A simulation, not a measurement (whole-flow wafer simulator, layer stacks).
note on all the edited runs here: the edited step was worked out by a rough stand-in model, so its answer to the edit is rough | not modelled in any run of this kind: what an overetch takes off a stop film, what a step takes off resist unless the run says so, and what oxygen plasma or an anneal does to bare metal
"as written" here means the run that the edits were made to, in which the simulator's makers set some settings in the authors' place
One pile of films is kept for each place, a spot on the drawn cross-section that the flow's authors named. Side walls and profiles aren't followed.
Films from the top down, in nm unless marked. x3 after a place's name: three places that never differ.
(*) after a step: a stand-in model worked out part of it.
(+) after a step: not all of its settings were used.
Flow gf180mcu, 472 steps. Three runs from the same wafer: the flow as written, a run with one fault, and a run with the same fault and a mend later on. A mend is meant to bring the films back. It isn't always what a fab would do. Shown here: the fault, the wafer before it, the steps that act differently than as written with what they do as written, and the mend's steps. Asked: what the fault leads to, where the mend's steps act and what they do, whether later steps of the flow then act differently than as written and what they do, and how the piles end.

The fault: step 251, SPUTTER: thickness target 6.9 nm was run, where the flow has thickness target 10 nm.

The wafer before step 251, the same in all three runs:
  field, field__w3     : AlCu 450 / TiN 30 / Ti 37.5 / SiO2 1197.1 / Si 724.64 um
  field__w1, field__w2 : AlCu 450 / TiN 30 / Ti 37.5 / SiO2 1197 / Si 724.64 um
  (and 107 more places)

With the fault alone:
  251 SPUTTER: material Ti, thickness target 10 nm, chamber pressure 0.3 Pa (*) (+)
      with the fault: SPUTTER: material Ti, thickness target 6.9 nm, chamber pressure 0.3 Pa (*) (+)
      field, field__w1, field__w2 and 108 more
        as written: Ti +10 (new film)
        with the fault: Ti +6.9 (new film)
  Later steps of the flow that act differently than as written (5 more steps differ only slightly, by at most 2% or 0.5 nm, whichever is larger, and aren't shown):
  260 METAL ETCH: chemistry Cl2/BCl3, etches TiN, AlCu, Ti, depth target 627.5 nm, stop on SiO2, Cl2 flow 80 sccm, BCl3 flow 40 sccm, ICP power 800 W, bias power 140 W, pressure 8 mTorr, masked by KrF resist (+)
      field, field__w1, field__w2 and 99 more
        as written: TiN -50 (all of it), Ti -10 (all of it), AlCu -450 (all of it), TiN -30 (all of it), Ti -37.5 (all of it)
        with the fault: TiN -50 (all of it), Ti -6.9 (all of it), AlCu -450 (all of it), TiN -30 (all of it), Ti -37.5 (all of it)
  At the end the piles differ from the flow's by more than 2% or 0.5 nm, whichever is larger, at field__w8, contact, m1 and 6 more.
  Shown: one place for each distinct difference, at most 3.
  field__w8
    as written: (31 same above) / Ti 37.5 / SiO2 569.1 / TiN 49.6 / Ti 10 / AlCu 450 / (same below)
    with the fault: (31 same above) / Ti 37.5 / SiO2 572.2 / TiN 49.6 / Ti 6.9 / AlCu 450 / (same below)
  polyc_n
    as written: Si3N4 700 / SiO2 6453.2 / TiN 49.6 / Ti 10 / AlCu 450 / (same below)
    with the fault: Si3N4 700 / SiO2 6456.3 / TiN 49.6 / Ti 6.9 / AlCu 450 / (same below)
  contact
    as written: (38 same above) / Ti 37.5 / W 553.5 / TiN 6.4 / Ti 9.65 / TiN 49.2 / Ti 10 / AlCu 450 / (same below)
    with the fault: (38 same above) / Ti 37.5 / W 556.6 / TiN 6.39 / Ti 9.64 / TiN 49.2 / Ti 6.9 / AlCu 450 / (same below)

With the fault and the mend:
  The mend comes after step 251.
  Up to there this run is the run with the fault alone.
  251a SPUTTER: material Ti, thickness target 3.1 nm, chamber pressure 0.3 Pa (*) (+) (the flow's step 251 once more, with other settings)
      field, field__w1, field__w2 and 108 more
        Ti +3.1
  No later step of the flow acts differently than as written at any place that is followed.
  At the end the piles are the same as the flow's at every place that both follow.
